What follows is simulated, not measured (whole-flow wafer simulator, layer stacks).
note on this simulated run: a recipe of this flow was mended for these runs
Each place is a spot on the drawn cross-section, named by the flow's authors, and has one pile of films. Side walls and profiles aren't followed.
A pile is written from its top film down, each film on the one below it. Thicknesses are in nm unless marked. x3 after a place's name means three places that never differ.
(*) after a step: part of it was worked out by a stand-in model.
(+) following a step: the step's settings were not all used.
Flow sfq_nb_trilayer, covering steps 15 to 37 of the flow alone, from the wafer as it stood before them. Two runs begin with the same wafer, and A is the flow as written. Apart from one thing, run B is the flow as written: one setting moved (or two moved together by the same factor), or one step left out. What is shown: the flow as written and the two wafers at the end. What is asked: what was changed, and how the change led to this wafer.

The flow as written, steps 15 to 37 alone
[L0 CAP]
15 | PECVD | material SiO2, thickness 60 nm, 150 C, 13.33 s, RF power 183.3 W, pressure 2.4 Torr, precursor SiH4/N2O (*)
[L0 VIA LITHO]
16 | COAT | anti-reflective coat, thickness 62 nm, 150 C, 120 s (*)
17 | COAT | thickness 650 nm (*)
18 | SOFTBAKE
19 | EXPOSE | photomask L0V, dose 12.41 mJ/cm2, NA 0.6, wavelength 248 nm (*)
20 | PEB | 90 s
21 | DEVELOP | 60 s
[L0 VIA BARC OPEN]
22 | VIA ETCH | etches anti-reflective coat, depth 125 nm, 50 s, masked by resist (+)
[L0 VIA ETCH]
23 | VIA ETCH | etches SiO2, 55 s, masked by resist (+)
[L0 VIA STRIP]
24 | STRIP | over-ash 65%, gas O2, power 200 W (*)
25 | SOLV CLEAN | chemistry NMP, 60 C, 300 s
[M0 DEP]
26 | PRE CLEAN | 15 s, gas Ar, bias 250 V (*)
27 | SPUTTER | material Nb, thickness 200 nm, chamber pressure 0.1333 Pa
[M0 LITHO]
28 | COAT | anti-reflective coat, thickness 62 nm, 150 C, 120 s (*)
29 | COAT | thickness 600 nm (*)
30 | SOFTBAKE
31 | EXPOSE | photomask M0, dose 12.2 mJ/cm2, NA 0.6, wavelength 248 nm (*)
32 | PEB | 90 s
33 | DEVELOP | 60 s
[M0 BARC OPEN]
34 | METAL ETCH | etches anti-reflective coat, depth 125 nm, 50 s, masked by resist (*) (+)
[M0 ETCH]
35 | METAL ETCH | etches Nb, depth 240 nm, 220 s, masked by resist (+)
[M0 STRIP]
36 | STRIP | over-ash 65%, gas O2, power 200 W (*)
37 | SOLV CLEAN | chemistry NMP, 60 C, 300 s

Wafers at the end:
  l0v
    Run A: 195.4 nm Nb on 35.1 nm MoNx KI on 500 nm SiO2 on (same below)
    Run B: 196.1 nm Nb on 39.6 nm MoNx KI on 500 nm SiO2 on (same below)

What caused this: step 23, VIA ETCH: 38 s was run, whereas the flow has 55 s.

The path from the change to this, step by step:
  23 | VIA ETCH | etches SiO2, 55 s, masked by resist (+)
      l0v: A SiO2 loses 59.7 (all of it), MoNx KI loses 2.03 | B SiO2 loses 55.3
      field_l, v_sur, via_wl and 102 more: A KrF-resist-other-grade loses 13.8 | B KrF-resist-other-grade loses 9.53
  26 | PRE CLEAN | 15 s, gas Ar, bias 250 V (*)
      l0v: A MoNx KI loses 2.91 | B SiO2 loses 4.39 (all of it), MoNx KI loses 0.38
  28 | COAT | anti-reflective coat, thickness 62 nm, 150 C, 120 s (*)
      l0_sur: A anti-reflective coat gains 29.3 (new film) | B anti-reflective coat gains 30.7 (new film)
      l0v: A anti-reflective coat gains 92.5 (new film) | B anti-reflective coat gains 90.2 (new film)
  36 | STRIP | over-ash 65%, gas O2, power 200 W (*)
      l0_sur: A KrF-resist-other-grade loses 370 (all of it), anti-reflective coat loses 29.3 (all of it) | B KrF-resist-other-grade loses 369.2 (all of it), anti-reflective coat loses 30.7 (all of it)
      l0v: A KrF-resist-other-grade loses 374.1 (all of it), anti-reflective coat loses 92.5 (all of it) | B KrF-resist-other-grade loses 372 (all of it), anti-reflective coat loses 90.2 (all of it)
